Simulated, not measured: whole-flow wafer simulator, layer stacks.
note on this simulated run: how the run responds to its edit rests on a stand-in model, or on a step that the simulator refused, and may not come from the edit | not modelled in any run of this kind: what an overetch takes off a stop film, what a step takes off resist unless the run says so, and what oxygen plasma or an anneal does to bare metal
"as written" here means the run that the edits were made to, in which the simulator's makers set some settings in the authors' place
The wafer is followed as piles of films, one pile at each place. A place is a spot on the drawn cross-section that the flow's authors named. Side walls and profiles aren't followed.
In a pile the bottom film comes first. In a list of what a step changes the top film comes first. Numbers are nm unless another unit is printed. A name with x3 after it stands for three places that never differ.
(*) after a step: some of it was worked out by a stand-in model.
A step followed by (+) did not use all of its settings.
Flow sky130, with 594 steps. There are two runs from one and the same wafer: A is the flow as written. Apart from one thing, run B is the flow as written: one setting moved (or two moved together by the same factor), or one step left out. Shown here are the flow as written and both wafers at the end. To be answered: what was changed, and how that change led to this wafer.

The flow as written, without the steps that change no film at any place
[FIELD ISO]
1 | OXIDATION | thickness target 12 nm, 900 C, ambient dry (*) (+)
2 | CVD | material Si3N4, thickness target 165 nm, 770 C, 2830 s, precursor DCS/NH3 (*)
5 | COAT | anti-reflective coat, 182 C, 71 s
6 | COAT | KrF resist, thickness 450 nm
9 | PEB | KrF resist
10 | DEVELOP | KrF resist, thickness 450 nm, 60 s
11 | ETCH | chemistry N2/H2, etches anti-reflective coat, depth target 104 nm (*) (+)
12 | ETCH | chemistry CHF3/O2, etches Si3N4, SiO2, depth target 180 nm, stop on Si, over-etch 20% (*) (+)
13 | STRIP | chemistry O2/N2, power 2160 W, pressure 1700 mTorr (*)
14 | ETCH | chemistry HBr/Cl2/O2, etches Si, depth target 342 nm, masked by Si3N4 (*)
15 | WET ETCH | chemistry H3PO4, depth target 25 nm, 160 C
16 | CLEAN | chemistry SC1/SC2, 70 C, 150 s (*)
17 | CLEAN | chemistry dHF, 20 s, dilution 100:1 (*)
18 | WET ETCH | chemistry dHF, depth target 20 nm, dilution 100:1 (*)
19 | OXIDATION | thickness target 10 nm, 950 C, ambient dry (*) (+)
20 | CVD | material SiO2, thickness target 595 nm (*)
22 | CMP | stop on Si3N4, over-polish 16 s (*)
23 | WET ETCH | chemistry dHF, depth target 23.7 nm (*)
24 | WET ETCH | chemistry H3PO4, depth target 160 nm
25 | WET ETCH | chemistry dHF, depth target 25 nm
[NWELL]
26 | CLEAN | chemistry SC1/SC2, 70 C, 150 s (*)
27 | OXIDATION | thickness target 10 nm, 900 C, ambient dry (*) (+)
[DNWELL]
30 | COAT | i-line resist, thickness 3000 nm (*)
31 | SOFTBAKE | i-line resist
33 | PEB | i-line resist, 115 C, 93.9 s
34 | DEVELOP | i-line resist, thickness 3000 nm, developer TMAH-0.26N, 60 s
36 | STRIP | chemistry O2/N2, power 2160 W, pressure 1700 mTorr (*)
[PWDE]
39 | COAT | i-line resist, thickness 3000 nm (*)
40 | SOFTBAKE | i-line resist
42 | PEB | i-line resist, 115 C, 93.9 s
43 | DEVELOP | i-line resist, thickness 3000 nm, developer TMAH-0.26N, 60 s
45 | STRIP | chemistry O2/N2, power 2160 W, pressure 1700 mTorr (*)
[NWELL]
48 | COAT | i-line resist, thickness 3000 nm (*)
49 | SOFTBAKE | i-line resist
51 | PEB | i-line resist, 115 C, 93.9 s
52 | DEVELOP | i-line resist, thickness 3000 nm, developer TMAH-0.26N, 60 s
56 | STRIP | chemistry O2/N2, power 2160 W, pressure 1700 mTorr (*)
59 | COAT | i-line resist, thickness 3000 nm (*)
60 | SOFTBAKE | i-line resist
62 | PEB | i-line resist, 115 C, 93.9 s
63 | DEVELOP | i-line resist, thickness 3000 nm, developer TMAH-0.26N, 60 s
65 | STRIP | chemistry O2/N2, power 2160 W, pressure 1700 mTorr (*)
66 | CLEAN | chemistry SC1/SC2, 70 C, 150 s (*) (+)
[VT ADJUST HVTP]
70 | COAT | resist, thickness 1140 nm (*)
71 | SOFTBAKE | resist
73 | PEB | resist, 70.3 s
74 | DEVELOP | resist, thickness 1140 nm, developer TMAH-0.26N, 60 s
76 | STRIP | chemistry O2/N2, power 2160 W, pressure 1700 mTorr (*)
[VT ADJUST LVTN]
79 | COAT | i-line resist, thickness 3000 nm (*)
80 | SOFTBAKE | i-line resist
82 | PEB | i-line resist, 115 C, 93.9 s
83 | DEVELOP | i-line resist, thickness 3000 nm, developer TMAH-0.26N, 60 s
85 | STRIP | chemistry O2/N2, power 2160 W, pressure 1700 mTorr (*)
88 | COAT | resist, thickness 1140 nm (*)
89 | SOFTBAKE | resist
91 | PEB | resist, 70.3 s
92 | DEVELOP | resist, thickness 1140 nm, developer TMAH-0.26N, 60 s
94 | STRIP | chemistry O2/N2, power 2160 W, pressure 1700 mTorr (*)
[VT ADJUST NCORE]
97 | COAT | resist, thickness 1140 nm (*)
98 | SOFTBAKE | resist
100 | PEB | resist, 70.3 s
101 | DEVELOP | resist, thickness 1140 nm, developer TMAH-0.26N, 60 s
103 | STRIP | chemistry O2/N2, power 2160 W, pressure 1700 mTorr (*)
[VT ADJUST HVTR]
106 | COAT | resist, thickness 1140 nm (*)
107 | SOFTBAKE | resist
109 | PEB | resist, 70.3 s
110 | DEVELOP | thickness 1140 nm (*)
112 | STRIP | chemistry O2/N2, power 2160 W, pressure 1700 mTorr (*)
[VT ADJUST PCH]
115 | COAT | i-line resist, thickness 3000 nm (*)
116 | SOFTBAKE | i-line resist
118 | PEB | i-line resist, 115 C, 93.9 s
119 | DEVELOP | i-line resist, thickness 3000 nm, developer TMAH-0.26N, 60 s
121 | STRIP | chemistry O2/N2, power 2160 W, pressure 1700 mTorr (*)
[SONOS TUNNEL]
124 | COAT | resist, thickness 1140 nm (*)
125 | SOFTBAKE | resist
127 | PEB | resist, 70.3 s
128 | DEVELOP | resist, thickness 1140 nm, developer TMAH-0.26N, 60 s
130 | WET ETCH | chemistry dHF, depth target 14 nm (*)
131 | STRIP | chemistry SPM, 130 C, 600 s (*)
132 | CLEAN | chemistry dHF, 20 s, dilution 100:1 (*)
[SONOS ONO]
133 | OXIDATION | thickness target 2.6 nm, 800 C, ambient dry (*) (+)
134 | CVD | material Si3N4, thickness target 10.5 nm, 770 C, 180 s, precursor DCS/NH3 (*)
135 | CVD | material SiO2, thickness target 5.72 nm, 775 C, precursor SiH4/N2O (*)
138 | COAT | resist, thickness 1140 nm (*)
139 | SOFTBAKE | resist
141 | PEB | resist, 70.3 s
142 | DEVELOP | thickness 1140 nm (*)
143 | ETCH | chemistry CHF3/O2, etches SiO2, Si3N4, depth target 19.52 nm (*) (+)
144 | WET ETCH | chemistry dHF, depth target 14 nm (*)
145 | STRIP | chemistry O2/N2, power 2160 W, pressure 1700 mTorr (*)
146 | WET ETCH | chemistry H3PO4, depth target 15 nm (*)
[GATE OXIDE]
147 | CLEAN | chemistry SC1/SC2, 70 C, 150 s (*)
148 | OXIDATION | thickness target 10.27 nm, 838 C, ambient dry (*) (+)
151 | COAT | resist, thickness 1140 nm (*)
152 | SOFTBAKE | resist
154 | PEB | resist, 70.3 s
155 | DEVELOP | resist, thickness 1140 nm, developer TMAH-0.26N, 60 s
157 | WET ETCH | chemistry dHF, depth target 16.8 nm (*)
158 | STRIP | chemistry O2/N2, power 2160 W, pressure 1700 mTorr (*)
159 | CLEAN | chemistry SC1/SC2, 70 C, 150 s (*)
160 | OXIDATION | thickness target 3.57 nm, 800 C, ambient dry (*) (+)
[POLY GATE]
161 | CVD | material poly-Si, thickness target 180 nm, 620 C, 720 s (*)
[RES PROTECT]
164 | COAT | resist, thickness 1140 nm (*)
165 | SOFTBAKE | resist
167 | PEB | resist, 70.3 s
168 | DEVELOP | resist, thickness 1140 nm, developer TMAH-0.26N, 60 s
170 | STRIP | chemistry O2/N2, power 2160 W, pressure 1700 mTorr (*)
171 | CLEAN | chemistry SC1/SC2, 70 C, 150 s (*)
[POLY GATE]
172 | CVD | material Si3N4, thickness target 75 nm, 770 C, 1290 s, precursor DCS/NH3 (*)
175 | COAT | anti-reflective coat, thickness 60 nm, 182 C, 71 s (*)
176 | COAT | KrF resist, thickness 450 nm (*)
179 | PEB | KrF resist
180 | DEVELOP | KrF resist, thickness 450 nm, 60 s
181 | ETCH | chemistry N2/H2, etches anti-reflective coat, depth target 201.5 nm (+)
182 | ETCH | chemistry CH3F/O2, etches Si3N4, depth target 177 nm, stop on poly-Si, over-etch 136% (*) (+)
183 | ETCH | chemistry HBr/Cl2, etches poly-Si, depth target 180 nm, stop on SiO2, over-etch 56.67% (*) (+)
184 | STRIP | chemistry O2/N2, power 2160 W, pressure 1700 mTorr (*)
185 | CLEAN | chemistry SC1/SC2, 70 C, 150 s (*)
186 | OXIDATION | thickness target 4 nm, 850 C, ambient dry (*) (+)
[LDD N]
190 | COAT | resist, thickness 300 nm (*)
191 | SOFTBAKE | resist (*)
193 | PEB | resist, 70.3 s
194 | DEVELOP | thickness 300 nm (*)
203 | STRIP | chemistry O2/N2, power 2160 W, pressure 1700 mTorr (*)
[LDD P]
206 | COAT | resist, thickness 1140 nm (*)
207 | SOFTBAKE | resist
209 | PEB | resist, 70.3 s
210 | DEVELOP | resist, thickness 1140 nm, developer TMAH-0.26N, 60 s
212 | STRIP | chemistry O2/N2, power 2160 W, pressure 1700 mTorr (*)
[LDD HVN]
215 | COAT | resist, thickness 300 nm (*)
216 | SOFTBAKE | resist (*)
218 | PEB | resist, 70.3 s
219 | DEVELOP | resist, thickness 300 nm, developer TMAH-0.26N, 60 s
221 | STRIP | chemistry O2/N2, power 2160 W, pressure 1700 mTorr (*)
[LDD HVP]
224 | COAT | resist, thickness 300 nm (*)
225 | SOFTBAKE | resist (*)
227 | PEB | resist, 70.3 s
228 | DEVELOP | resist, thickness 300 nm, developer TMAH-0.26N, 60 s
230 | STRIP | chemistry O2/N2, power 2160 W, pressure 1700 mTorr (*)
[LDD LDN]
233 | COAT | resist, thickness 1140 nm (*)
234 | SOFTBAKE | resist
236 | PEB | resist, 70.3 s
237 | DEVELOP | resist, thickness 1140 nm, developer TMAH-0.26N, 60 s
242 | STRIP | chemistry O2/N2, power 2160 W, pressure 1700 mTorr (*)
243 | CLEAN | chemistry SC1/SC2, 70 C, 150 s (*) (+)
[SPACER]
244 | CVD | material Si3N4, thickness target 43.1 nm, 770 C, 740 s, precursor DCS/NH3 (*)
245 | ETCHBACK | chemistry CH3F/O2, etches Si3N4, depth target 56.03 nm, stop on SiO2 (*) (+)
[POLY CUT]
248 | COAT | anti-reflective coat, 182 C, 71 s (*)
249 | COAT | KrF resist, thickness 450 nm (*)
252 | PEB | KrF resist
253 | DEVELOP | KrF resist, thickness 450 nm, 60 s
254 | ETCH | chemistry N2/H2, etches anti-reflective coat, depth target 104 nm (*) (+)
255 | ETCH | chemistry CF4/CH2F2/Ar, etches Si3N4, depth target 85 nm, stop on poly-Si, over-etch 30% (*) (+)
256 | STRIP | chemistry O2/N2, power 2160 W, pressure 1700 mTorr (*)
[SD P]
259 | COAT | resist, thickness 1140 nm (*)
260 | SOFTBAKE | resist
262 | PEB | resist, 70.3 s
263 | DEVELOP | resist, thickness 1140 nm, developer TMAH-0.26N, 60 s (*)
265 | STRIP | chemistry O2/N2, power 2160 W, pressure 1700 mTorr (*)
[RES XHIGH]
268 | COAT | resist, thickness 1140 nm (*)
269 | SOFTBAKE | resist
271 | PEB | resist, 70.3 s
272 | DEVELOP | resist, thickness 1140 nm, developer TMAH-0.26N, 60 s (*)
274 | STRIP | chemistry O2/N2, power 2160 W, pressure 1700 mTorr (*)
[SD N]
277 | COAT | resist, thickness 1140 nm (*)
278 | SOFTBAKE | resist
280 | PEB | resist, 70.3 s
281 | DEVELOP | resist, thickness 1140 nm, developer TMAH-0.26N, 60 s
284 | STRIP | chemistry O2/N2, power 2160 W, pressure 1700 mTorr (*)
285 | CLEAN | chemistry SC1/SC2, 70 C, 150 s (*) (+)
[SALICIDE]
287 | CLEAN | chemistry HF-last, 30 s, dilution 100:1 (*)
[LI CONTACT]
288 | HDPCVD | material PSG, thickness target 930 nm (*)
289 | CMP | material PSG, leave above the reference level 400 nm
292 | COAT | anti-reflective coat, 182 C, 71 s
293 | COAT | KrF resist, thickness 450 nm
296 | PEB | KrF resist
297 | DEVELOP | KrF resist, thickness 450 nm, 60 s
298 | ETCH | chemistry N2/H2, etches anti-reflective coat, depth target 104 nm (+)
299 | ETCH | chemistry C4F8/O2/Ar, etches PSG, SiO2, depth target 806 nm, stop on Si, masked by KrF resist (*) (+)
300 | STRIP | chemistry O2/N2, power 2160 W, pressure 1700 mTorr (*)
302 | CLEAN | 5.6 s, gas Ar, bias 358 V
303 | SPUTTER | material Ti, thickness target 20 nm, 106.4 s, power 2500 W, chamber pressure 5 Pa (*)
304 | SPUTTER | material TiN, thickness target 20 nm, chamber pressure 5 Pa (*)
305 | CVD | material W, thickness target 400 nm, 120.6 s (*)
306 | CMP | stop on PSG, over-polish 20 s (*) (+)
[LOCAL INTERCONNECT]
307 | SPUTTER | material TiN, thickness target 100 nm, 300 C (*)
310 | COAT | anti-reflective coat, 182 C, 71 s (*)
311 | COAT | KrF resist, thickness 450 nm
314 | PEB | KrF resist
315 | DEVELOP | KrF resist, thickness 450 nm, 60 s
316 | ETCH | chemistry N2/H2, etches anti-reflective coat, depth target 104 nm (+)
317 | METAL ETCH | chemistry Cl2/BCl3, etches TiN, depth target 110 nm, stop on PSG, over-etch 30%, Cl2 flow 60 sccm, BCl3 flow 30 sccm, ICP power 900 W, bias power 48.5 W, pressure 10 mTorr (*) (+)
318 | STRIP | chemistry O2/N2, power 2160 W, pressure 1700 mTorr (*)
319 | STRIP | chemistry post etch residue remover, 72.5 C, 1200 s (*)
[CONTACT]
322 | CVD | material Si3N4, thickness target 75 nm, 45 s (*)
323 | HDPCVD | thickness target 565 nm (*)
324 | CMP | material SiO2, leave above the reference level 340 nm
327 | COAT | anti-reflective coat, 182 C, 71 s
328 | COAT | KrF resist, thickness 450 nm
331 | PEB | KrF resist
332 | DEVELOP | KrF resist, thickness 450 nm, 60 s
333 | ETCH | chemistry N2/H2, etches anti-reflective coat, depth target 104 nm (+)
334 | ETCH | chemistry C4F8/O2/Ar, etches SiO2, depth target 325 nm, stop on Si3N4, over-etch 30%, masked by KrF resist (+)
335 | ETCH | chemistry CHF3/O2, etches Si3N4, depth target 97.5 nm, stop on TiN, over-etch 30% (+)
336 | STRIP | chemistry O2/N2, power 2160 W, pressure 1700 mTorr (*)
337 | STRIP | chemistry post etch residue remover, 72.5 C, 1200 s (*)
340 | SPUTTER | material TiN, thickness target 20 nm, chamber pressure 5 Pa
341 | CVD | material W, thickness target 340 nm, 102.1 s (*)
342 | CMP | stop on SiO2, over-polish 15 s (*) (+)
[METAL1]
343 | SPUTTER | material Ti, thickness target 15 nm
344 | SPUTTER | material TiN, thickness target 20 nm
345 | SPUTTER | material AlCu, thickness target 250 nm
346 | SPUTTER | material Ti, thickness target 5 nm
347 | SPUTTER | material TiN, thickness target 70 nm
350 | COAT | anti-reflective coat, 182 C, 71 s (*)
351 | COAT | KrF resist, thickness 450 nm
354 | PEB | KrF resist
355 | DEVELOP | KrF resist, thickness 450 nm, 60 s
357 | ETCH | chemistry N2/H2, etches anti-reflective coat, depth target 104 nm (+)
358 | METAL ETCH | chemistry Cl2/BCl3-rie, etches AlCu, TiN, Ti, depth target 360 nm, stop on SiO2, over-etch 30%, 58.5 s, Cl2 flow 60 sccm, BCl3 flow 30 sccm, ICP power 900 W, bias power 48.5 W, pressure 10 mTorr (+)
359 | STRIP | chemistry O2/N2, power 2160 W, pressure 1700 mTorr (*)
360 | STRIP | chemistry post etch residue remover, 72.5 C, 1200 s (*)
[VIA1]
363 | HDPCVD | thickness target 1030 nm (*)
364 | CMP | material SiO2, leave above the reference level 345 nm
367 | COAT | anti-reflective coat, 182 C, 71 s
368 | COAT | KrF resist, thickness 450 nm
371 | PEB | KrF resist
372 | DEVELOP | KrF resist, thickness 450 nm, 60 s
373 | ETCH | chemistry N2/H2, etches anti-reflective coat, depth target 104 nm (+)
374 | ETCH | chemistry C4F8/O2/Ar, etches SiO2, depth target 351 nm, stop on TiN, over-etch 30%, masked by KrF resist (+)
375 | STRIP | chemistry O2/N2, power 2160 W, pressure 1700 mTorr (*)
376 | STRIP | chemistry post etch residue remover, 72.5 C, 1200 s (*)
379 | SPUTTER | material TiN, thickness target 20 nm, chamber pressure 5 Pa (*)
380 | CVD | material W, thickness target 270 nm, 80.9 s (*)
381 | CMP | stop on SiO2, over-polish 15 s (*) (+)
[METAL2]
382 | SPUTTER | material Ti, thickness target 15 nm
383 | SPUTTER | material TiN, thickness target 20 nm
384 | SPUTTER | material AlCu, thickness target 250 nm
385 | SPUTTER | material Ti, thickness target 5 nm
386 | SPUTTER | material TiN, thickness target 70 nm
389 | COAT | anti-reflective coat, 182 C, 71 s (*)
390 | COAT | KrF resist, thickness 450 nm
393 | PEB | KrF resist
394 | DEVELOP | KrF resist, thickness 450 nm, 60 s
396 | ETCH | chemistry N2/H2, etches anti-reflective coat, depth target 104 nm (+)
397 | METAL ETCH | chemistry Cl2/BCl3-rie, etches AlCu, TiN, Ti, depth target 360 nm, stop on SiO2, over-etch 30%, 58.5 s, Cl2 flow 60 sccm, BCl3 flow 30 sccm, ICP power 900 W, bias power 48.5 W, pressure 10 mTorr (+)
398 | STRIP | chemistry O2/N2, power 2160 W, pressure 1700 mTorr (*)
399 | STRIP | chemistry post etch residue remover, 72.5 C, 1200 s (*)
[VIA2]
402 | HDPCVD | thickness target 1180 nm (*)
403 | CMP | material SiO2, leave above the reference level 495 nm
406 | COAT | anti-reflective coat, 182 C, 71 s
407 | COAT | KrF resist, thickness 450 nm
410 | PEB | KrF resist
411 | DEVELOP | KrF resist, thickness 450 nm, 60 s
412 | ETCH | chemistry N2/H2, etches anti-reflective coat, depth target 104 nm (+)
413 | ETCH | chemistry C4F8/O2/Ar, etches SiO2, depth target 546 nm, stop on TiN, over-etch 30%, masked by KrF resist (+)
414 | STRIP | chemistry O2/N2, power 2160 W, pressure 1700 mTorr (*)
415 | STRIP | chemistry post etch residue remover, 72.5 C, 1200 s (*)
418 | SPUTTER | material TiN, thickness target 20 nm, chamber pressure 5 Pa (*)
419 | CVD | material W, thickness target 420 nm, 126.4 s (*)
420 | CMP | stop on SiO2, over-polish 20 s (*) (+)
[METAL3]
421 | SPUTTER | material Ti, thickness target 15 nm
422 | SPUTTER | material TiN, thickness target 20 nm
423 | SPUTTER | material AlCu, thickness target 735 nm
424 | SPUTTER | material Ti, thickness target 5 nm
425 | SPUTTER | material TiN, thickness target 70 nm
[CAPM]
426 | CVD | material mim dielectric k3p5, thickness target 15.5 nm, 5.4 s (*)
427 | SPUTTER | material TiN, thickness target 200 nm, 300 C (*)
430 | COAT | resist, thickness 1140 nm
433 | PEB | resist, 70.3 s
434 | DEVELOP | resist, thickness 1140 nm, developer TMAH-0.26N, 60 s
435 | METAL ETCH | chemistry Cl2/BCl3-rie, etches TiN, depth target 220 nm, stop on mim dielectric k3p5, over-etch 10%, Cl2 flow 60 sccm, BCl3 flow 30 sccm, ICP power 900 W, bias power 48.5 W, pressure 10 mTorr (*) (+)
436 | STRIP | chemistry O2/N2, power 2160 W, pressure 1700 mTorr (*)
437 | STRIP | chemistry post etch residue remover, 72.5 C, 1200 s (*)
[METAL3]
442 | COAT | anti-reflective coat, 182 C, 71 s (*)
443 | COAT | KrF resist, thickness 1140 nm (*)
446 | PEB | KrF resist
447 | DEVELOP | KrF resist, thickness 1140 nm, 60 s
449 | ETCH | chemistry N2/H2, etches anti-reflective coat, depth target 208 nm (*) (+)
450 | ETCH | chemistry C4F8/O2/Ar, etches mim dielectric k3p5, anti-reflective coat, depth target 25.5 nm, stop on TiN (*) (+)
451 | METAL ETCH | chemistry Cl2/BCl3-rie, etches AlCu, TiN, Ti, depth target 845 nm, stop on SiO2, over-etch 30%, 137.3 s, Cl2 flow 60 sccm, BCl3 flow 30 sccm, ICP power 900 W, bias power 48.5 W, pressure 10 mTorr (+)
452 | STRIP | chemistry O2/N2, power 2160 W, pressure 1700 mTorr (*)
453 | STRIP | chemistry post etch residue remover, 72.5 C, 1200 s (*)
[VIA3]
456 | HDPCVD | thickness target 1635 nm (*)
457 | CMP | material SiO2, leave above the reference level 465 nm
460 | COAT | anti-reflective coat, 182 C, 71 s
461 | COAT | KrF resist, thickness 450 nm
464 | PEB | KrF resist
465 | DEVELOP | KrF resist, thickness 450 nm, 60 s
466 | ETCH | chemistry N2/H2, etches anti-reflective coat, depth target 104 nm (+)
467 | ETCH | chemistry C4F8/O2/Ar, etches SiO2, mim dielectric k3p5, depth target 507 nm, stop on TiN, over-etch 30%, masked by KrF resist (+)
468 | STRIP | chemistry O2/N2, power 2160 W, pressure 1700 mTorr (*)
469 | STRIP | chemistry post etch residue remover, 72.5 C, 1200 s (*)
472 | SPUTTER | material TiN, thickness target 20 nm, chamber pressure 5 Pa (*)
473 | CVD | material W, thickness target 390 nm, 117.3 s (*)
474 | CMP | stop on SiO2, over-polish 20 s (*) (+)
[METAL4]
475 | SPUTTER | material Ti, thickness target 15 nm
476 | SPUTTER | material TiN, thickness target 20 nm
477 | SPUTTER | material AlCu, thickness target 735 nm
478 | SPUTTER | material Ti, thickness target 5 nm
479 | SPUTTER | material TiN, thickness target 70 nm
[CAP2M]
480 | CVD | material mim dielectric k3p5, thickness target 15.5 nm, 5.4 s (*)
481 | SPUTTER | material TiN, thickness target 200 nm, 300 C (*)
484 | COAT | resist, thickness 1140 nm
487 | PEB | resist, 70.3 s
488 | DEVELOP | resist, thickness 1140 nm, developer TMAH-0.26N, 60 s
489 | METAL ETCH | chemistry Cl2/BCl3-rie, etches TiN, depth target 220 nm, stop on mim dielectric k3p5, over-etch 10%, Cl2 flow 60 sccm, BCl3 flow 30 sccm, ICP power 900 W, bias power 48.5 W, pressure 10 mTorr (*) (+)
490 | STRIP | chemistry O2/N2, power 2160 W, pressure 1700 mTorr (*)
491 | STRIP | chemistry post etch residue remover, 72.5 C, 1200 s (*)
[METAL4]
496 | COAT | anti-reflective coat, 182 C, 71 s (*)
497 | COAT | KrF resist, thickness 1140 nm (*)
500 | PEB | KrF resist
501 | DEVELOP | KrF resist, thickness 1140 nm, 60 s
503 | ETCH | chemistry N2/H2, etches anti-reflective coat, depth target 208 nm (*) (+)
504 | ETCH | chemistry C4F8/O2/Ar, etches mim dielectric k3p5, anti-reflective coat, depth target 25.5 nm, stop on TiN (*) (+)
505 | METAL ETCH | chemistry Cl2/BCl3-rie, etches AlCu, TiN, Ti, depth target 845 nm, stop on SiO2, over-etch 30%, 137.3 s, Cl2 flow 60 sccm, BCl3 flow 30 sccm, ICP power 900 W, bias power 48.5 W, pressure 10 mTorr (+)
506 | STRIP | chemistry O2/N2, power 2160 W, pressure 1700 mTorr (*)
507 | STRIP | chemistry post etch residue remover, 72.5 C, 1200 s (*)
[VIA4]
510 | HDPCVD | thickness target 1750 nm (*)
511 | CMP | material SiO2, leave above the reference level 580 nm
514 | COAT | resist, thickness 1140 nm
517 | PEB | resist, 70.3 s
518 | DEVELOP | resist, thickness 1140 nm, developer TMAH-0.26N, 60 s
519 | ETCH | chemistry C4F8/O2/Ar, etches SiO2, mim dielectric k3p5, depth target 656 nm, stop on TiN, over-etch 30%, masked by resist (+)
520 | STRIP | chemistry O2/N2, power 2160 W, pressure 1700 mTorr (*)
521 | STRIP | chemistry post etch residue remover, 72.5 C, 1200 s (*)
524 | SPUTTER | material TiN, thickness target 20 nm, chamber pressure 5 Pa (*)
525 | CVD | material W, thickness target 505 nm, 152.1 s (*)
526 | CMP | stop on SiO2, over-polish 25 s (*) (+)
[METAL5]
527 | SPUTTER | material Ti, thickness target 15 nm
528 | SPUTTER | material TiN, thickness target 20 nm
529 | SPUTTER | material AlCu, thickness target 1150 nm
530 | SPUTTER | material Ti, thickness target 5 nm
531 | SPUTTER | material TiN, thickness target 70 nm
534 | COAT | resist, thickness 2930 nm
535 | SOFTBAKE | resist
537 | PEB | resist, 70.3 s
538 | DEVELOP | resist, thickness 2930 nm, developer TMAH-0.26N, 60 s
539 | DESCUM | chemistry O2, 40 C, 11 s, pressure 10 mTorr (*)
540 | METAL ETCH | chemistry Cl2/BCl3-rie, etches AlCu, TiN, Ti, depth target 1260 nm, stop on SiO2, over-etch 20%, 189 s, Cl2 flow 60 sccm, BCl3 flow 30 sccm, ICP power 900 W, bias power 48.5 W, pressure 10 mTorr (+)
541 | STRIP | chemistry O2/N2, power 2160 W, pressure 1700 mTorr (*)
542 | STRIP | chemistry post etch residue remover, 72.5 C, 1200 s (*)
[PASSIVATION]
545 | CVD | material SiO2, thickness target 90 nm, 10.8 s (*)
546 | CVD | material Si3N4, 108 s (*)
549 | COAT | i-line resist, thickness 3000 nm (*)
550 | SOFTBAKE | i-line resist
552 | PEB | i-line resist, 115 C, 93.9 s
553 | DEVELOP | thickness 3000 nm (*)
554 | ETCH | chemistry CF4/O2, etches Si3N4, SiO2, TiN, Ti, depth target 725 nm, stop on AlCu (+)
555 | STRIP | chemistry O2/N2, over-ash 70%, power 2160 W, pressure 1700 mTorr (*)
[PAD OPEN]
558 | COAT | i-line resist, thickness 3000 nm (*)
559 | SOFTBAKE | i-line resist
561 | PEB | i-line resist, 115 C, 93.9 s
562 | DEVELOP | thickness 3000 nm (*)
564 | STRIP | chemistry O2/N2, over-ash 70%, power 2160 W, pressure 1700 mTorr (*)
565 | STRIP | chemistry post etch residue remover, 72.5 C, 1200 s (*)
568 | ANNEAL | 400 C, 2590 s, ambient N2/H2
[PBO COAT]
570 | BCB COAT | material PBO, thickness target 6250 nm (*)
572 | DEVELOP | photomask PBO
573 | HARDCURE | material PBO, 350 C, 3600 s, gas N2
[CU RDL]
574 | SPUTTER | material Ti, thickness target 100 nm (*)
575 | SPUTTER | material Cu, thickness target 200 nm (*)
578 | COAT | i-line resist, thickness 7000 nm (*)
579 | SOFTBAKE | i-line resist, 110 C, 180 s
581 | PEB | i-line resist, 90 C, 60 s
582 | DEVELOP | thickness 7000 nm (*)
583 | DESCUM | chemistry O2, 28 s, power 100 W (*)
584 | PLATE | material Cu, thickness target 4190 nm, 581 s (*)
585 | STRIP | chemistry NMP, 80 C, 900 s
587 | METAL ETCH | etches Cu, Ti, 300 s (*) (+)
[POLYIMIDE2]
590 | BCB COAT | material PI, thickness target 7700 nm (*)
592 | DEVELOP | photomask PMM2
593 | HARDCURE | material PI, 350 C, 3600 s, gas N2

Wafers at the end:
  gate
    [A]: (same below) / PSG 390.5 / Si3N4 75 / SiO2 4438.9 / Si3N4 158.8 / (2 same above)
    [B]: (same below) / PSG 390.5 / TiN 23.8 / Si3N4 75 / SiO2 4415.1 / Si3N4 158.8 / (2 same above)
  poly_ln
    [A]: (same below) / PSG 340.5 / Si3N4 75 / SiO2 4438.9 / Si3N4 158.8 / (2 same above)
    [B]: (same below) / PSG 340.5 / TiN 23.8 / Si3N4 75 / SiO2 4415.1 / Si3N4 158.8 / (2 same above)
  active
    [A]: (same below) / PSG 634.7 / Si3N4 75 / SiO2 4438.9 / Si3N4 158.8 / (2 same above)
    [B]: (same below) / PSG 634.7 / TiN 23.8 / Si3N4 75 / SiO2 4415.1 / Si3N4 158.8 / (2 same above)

What caused this: step 316, ETCH: depth target 45.8 nm was run, whereas the flow has depth target 104 nm.

How this came from the change, step by step:
  316 | ETCH | chemistry N2/H2, etches anti-reflective coat, depth target 104 nm (+)
      field, active, gate and 87 more: A -80 anti-reflective coat (all of it), -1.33 TiN | B -45.8 anti-reflective coat
      rpo_hd: A -80 anti-reflective coat (all of it), -1.34 TiN | B -45.8 anti-reflective coat
      (as well as at 100 more places)
  317 | METAL ETCH | chemistry Cl2/BCl3, etches TiN, depth target 110 nm, stop on PSG, over-etch 30%, Cl2 flow 60 sccm, BCl3 flow 30 sccm, ICP power 900 W, bias power 48.5 W, pressure 10 mTorr (*) (+)
      field, active, gate and 88 more: A -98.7 TiN (all of it) | B -34.2 anti-reflective coat (all of it), -75.8 TiN
  318 | STRIP | chemistry O2/N2, power 2160 W, pressure 1700 mTorr (*)
      n_well, p_well, gate_hv and 93 more: A -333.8 KrF resist (all of it), -80 anti-reflective coat (all of it) | B -366.2 KrF resist (all of it), -80 anti-reflective coat (all of it)
      poly_licon, ndiff_licon, ndiff_licon_cpp, rpo_hd_licon: A -333.9 KrF resist (all of it), -80.5 anti-reflective coat (all of it) | B -366.2 KrF resist (all of it), -80.5 anti-reflective coat (all of it)
  324 | CMP | material SiO2, leave above the reference level 340 nm
      field, active, gate and 88 more: A -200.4 SiO2 | B -224.2 SiO2
With metal films that touch counted as one body, gate has 1 body; the flow as written gives 0 bodies.
With metal films that touch counted as one body, poly_ln has 1 body; the flow as written gives 0 bodies.
With metal films that touch counted as one body, active has 1 body; the flow as written gives 0 bodies.
